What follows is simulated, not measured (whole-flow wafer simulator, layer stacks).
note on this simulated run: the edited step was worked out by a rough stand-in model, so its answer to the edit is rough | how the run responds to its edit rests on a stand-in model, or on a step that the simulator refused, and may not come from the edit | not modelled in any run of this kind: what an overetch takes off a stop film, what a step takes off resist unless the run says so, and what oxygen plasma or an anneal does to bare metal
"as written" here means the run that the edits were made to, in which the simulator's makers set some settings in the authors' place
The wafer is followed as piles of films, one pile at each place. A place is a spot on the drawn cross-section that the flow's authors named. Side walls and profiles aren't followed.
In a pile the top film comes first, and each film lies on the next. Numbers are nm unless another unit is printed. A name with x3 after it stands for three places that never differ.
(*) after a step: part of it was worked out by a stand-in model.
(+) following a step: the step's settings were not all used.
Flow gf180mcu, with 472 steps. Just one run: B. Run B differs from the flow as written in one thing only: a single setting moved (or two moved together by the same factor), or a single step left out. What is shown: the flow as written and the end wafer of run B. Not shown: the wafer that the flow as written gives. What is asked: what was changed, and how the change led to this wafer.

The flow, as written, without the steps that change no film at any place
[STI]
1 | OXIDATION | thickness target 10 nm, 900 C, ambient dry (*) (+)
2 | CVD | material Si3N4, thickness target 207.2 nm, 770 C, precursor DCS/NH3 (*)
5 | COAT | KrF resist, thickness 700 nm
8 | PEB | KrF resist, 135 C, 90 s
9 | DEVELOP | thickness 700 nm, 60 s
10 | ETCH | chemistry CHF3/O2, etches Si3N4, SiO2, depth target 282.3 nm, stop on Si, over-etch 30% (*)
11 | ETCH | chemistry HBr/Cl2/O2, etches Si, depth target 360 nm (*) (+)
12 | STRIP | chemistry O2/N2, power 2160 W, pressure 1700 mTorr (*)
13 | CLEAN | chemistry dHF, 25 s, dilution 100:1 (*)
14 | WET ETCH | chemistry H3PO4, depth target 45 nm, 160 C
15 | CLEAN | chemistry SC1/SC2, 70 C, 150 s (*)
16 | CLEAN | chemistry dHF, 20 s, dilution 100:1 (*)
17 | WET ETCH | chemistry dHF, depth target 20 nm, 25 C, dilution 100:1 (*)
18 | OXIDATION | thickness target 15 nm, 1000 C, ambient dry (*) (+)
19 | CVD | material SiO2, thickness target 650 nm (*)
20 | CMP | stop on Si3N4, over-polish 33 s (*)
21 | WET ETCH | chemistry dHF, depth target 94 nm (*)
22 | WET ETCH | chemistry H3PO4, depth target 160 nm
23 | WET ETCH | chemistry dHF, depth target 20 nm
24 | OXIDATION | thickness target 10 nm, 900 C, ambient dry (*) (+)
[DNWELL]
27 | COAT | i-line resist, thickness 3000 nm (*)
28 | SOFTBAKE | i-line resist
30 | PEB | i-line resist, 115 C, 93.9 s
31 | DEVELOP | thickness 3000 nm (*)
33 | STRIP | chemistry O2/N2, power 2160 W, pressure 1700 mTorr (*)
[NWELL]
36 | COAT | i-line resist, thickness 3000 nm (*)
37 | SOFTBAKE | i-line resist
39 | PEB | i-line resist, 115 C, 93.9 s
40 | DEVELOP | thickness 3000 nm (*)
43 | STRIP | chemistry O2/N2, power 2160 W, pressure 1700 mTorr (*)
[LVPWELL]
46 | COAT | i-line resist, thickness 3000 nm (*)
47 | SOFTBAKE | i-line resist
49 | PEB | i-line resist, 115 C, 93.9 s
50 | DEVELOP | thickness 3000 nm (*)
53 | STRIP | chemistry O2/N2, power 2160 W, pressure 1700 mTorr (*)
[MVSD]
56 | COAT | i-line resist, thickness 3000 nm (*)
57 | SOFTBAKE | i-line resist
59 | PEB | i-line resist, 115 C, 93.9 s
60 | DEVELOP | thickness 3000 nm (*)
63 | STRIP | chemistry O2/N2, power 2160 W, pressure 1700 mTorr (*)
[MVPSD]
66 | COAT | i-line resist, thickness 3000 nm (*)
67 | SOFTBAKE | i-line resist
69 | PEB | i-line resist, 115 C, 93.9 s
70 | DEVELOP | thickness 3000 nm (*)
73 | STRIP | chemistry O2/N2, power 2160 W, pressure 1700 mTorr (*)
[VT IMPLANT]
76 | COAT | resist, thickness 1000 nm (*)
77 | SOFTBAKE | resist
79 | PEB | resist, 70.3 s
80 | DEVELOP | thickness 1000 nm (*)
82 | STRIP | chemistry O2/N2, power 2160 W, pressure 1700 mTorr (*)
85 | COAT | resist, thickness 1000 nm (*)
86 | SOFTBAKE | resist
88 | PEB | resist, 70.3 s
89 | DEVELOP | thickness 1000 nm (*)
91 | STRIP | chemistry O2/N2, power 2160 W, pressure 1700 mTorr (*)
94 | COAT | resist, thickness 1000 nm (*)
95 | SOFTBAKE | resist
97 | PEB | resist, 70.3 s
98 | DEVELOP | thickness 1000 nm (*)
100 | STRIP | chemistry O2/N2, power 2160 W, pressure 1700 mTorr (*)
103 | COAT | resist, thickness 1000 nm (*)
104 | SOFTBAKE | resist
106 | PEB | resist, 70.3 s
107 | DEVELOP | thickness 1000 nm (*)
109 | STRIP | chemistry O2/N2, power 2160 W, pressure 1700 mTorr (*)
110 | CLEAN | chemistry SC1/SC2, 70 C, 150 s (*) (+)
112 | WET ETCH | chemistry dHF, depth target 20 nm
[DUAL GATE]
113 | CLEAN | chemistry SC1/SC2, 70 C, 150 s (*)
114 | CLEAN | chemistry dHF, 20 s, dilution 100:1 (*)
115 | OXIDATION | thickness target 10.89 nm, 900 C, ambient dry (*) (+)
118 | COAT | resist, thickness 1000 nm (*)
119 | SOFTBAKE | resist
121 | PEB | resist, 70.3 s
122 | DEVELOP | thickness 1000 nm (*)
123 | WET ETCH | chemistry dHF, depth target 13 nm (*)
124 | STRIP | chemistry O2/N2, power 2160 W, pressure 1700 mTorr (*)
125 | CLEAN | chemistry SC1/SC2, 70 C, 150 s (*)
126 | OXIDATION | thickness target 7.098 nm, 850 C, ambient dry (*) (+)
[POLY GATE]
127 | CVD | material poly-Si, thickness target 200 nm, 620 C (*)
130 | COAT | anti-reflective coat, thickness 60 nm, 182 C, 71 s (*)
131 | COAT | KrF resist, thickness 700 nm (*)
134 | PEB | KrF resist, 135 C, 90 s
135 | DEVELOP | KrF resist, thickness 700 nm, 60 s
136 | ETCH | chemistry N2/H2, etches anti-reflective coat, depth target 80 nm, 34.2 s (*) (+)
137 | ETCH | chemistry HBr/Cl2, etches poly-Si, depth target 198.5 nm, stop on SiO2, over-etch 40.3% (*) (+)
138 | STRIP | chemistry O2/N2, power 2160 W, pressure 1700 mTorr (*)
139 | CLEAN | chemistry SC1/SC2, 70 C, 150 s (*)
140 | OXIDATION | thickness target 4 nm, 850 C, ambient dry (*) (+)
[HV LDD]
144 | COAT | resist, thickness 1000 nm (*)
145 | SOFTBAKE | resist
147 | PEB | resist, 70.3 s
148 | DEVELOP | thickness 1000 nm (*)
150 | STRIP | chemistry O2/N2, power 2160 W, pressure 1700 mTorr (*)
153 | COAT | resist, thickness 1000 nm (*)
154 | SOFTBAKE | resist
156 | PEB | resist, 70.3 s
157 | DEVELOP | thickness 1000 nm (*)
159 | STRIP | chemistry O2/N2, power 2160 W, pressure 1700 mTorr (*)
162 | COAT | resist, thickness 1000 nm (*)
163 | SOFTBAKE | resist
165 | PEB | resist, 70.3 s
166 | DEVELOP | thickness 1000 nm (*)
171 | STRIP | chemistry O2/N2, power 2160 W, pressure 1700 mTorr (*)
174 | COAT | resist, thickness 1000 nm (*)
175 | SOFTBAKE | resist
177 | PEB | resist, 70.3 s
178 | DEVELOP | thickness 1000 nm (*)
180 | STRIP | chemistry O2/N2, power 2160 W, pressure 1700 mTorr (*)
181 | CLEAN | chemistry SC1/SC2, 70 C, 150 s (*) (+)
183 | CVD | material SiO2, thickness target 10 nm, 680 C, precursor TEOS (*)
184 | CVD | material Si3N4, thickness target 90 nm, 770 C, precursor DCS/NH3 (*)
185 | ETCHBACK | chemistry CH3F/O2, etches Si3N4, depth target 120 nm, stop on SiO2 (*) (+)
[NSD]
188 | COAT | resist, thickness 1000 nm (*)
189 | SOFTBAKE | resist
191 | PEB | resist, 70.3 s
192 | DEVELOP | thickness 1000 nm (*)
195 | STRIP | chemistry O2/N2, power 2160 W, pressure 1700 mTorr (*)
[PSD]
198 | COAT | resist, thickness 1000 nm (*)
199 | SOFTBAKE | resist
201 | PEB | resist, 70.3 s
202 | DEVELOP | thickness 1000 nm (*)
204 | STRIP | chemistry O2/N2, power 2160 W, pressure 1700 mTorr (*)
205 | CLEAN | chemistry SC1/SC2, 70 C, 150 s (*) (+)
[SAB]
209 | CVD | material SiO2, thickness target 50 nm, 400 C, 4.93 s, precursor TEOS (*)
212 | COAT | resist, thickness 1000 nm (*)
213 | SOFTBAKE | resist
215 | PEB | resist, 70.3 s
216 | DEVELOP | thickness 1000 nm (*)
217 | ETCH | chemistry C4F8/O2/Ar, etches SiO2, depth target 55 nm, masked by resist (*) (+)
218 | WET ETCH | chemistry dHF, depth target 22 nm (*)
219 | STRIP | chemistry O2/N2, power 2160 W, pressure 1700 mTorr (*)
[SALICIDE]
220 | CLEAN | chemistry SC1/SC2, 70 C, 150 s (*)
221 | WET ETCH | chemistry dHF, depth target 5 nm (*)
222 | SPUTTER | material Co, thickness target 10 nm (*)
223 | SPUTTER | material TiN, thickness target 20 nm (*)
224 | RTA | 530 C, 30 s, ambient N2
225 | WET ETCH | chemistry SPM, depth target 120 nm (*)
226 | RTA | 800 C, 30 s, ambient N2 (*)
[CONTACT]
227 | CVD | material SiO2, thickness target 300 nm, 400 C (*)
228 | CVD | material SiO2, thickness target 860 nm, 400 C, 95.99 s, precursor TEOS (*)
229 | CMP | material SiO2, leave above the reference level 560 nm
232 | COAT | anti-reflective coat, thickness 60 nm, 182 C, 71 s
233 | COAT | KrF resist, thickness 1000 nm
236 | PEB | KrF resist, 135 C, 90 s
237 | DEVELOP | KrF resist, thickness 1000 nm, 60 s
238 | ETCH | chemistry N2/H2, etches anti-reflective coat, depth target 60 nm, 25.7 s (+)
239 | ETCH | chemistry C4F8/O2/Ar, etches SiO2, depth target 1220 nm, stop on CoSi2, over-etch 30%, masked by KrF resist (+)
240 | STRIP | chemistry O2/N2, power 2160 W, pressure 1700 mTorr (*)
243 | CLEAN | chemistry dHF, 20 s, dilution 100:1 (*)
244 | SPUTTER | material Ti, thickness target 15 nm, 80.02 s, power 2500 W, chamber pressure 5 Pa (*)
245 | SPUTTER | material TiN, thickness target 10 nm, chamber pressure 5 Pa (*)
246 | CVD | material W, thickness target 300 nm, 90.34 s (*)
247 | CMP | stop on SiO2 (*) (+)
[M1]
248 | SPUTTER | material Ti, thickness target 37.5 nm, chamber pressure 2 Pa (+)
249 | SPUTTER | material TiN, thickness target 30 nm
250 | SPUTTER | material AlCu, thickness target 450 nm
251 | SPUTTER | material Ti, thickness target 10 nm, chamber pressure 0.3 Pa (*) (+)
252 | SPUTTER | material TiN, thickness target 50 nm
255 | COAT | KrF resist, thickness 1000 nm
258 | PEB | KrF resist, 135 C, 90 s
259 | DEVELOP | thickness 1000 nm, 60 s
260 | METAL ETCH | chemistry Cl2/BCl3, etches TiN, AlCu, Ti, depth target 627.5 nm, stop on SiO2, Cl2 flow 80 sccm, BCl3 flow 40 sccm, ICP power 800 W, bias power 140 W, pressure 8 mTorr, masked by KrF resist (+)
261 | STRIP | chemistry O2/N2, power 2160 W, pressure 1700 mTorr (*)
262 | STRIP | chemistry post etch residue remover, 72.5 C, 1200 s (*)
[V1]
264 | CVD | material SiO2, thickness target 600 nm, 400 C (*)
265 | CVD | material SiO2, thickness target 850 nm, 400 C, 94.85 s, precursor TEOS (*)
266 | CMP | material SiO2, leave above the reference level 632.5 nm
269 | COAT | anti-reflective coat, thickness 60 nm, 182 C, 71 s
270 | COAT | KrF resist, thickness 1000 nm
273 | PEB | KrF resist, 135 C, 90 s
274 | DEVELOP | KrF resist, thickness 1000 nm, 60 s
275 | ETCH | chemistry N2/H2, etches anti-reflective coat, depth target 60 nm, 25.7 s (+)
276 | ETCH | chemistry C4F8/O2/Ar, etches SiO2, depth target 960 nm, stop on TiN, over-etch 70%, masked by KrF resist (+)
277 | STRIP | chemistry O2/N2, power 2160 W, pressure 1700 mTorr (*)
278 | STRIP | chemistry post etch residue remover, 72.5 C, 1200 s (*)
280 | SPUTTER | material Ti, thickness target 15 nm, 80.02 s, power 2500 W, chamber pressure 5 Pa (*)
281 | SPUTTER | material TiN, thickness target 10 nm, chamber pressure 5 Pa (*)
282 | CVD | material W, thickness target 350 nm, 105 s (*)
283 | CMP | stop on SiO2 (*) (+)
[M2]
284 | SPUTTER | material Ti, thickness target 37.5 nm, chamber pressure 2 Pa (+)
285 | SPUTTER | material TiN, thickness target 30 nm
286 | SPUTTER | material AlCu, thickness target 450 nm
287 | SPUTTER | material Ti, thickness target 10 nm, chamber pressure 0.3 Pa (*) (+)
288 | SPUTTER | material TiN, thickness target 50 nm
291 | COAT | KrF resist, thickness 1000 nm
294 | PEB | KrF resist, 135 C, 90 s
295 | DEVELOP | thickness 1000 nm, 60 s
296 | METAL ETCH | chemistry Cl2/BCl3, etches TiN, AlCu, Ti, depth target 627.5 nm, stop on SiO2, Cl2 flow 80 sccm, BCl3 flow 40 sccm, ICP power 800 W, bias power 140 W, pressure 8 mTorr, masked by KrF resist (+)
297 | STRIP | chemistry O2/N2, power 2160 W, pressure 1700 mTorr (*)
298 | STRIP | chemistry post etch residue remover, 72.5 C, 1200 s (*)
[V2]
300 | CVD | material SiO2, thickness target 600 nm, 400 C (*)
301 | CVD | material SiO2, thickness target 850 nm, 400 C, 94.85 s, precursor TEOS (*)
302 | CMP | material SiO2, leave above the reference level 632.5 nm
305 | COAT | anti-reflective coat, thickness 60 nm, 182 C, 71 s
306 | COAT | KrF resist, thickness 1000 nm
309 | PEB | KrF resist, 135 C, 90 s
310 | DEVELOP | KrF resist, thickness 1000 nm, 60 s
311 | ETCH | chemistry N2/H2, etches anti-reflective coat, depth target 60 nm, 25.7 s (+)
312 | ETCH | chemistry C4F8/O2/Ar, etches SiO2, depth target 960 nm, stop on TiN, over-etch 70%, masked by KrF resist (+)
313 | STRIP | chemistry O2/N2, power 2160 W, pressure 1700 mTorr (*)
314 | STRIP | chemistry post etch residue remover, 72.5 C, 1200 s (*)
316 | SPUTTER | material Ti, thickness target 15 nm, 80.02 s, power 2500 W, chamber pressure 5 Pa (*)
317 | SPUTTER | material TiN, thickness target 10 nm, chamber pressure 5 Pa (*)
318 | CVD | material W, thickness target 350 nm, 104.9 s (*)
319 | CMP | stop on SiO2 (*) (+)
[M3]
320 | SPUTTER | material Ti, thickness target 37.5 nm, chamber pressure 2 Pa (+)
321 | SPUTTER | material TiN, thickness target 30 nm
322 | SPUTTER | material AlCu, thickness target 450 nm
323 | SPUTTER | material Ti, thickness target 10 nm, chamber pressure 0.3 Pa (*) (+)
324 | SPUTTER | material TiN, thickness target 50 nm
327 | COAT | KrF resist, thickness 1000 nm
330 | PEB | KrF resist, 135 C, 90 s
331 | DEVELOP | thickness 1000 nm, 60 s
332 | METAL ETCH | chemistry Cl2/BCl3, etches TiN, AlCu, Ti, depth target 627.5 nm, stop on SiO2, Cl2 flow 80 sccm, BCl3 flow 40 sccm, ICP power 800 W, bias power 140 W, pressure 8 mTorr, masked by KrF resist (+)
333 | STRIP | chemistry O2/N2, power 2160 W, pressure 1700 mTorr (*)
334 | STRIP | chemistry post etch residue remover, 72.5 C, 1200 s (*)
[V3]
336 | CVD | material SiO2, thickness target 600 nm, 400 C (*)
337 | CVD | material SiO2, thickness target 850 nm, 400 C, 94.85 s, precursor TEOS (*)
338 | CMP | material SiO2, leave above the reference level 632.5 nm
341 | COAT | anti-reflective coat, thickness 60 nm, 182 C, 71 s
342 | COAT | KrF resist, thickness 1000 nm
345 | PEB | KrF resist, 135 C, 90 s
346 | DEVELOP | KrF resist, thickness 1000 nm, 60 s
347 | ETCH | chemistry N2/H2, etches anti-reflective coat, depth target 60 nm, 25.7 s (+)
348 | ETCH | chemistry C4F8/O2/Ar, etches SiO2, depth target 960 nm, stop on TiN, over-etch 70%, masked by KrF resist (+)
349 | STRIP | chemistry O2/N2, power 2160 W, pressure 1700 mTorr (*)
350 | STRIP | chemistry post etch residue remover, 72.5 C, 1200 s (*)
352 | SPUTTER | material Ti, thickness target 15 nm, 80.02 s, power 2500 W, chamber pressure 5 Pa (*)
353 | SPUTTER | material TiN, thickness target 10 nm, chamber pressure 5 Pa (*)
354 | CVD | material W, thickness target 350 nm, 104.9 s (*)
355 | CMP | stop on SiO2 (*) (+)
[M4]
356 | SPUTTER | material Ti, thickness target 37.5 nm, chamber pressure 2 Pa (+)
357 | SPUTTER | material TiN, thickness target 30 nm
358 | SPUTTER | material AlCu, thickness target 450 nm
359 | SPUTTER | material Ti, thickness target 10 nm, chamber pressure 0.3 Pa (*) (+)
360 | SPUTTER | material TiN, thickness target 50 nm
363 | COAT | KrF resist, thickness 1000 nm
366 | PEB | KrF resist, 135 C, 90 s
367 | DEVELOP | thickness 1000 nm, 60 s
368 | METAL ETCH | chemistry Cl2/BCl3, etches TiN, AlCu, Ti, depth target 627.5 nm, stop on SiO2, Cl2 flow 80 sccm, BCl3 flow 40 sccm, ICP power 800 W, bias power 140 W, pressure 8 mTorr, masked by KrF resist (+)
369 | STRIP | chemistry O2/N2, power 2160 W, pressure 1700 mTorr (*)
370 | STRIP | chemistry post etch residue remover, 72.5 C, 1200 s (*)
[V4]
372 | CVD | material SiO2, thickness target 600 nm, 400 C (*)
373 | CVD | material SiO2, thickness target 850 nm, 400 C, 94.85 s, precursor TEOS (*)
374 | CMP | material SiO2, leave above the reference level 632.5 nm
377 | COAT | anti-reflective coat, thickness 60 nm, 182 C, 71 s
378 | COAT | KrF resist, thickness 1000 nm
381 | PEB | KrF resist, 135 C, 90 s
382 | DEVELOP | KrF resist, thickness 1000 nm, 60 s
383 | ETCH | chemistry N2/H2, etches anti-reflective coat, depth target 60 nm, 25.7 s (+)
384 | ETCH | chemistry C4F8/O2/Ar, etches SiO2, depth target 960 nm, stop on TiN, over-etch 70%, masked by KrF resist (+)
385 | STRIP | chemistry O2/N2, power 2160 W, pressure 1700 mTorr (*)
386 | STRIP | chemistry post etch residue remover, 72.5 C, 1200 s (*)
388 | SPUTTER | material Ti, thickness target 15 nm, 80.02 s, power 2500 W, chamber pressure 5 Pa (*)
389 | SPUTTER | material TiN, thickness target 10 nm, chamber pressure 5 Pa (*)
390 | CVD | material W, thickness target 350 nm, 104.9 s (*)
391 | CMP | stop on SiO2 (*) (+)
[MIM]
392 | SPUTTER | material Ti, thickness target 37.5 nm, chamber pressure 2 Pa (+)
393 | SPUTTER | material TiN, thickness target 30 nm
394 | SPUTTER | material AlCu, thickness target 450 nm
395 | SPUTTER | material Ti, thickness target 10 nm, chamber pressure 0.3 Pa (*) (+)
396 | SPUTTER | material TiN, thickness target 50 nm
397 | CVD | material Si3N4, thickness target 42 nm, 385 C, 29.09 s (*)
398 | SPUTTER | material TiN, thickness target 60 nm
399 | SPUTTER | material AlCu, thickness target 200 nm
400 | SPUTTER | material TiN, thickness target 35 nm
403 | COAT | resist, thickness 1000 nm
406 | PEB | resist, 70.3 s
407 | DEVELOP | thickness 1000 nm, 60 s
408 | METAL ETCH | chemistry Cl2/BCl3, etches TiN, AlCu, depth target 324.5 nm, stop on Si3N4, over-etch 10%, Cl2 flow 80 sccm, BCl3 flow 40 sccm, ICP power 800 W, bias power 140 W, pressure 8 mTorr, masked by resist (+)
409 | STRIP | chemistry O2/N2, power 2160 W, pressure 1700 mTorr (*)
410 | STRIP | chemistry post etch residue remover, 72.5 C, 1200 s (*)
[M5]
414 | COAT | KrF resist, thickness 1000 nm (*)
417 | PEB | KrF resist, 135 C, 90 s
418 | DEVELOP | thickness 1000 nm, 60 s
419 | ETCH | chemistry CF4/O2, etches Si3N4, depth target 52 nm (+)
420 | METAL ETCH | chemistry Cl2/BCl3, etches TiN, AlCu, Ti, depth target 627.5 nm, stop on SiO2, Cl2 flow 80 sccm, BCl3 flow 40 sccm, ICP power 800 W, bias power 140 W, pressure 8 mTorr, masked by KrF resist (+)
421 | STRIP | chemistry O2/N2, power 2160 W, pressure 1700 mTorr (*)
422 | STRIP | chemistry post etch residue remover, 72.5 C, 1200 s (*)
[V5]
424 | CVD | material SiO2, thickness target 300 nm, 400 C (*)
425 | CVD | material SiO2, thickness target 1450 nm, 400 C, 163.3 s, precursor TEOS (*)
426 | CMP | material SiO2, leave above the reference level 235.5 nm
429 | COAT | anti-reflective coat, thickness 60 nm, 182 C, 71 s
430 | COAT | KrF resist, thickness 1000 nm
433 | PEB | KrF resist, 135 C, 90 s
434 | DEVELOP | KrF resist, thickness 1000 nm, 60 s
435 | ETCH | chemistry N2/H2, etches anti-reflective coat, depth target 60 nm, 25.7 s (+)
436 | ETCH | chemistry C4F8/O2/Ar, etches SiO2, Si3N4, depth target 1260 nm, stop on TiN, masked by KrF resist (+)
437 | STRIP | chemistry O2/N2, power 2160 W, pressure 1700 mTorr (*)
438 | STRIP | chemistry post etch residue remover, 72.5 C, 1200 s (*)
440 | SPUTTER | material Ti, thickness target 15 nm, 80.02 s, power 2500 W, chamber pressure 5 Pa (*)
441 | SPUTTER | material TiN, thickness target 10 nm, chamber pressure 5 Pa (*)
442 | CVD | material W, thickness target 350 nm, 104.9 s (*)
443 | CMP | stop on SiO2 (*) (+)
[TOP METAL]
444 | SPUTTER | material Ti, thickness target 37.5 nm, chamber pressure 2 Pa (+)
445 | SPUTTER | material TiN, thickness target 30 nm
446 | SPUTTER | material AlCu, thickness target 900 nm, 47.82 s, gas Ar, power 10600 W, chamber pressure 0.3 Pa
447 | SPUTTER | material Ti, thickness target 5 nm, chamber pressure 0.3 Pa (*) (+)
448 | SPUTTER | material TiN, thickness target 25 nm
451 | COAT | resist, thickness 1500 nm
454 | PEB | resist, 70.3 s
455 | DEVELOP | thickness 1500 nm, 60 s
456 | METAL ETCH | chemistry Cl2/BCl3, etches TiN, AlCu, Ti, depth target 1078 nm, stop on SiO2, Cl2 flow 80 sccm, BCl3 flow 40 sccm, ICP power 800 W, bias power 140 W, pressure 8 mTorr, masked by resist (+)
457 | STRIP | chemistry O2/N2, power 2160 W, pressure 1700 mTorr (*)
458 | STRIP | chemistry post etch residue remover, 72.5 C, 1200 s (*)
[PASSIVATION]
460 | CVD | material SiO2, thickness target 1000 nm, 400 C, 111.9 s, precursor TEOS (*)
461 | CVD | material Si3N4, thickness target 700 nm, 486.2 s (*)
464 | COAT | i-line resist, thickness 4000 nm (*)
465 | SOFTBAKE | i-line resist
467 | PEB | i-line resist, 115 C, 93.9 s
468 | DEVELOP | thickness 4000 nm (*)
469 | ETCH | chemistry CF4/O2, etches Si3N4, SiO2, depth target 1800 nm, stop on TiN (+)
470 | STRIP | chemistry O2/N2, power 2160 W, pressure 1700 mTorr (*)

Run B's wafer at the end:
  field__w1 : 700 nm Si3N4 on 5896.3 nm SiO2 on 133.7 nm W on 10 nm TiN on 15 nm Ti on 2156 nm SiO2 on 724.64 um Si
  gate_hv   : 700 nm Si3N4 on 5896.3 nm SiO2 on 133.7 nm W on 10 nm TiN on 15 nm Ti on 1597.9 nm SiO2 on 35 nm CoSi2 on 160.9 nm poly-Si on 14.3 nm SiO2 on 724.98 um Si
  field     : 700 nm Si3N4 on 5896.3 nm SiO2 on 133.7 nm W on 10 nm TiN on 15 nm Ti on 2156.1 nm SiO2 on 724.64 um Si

What caused this: step 265, CVD: thickness target 348 nm was run, whereas the flow has thickness target 850 nm; step 265, CVD: 38.89 s was run, where the flow has 94.85 s.

How this came from the change, step by step:
  265 | CVD | material SiO2, thickness target 850 nm, 400 C, 94.85 s, precursor TEOS (*)
      field, field__w1, field__w2 and 108 more: SiO2 gains 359 (as written it would have been: SiO2 gains 850)
  266 | CMP | material SiO2, leave above the reference level 632.5 nm
      field, field__w1, field__w2 and 99 more: nothing (as written it would have been: SiO2 loses 300)
      field__w8, contact, m1 and 6 more: SiO2 loses 386.1 (as written it would have been: SiO2 loses 877.1)
  269 | COAT | anti-reflective coat, thickness 60 nm, 182 C, 71 s
      active, p_well, sti, spacer, sd_n, mim_1p0, pad, dice_street: anti-reflective coat gains 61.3 (new film) (as written it would have been: anti-reflective coat gains 60 (new film))
      field: anti-reflective coat gains 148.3 (new film) (as written it would have been: anti-reflective coat gains 60 (new film))
      (and at 22 other places as well)
  270 | COAT | KrF resist, thickness 1000 nm
      field: KrF resist gains 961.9 (new film) (as written it would have been: KrF resist gains 1000 (new film))
      field__w1: KrF resist gains 971.6 (new film) (as written it would have been: KrF resist gains 1000 (new film))
      (and at 12 other places as well)
  273 | PEB | KrF resist, 135 C, 90 s
      n_well: KrF resist loses 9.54 (as written it would have been: KrF resist loses 10.5)
      contact: KrF resist loses 8.91 (as written it would have been: KrF resist loses 10.5)
      (and at 5 other places as well)
  274 | DEVELOP | KrF resist, thickness 1000 nm, 60 s
      contact: KrF resist loses 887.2 (all of it) (as written it would have been: KrF resist loses 989.5 (all of it))
  275 | ETCH | chemistry N2/H2, etches anti-reflective coat, depth target 60 nm, 25.7 s (+)
      contact: anti-reflective coat loses 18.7 (all of it), SiO2 loses 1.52 (as written it would have been: anti-reflective coat loses 60 (all of it), SiO2 loses 0.46)
  277 | STRIP | chemistry O2/N2, power 2160 W, pressure 1700 mTorr (*)
      p_well, sti, spacer, sd_n, mim_1p0, pad, dice_street: KrF resist loses 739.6 (all of it), anti-reflective coat loses 61.3 (all of it) (as written it would have been: KrF resist loses 739.2 (all of it), anti-reflective coat loses 60 (all of it))
      field: KrF resist loses 701.5 (all of it), anti-reflective coat loses 148.3 (all of it) (as written it would have been: KrF resist loses 739.2 (all of it), anti-reflective coat loses 60 (all of it))
      (and at 22 other places as well)
  280 | SPUTTER | material Ti, thickness target 15 nm, 80.02 s, power 2500 W, chamber pressure 5 Pa (*)
      contact: Ti gains 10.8 (new film) (as written it would have been: Ti gains 9.65 (new film))
  281 | SPUTTER | material TiN, thickness target 10 nm, chamber pressure 5 Pa (*)
      contact: TiN gains 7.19 (new film) (as written it would have been: TiN gains 6.4 (new film))
  282 | CVD | material W, thickness target 350 nm, 105 s (*)
      contact: W gains 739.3 (new film) (as written it would have been: W gains 932.3 (new film))
  283 | CMP | stop on SiO2 (*) (+)
      field, field__w1, field__w2 and 99 more: W loses 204 (as written it would have been: W loses 350 (all of it), TiN loses 10 (all of it), Ti loses 15 (all of it), SiO2 loses 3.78)
      field__w8, m1, m1__w1, polyc_n, polyc_n_rim, polyc_p, polyc_p_rim, m1_nw: W loses 350 (all of it), TiN loses 10 (all of it), Ti loses 15 (all of it), SiO2 loses 20 (as written it would have been: W loses 350 (all of it), TiN loses 10 (all of it), Ti loses 15 (all of it), SiO2 loses 3.78)
      (and at 1 other place as well)
  296 | METAL ETCH | chemistry Cl2/BCl3, etches TiN, AlCu, Ti, depth target 627.5 nm, stop on SiO2, Cl2 flow 80 sccm, BCl3 flow 40 sccm, ICP power 800 W, bias power 140 W, pressure 8 mTorr, masked by KrF resist (+)
      field, field__w1, field__w2 and 99 more: TiN loses 50 (all of it), Ti loses 10 (all of it), AlCu loses 450 (all of it), TiN loses 30 (all of it), Ti loses 37.5 (all of it), W loses 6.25 (as written it would have been: TiN loses 50 (all of it), Ti loses 10 (all of it), AlCu loses 450 (all of it), TiN loses 30 (all of it), Ti loses 37.5 (all of it))
  298 | STRIP | chemistry post etch residue remover, 72.5 C, 1200 s (*)
      field, field__w1, field__w2 and 99 more: W loses 6.01 (as written it would have been: nothing)
  300 | CVD | material SiO2, thickness target 600 nm, 400 C (*)
      field, field__w1, field__w2 and 99 more: SiO2 gains 600 (new film) (as written it would have been: SiO2 gains 600)
  302 | CMP | material SiO2, leave above the reference level 632.5 nm
      field, field__w1, field__w2 and 99 more: SiO2 loses 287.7 (as written it would have been: SiO2 loses 300)
With metal films that touch counted as one body, field__w1 has 1 body; the flow as written gives 0 bodies.
With metal films that touch counted as one body, gate_hv has 2 bodies (between them, from the top down: SiO2 1597.9); the flow as written gives 1 body.
With metal films that touch counted as one body, field has 1 body; the flow as written gives 0 bodies.
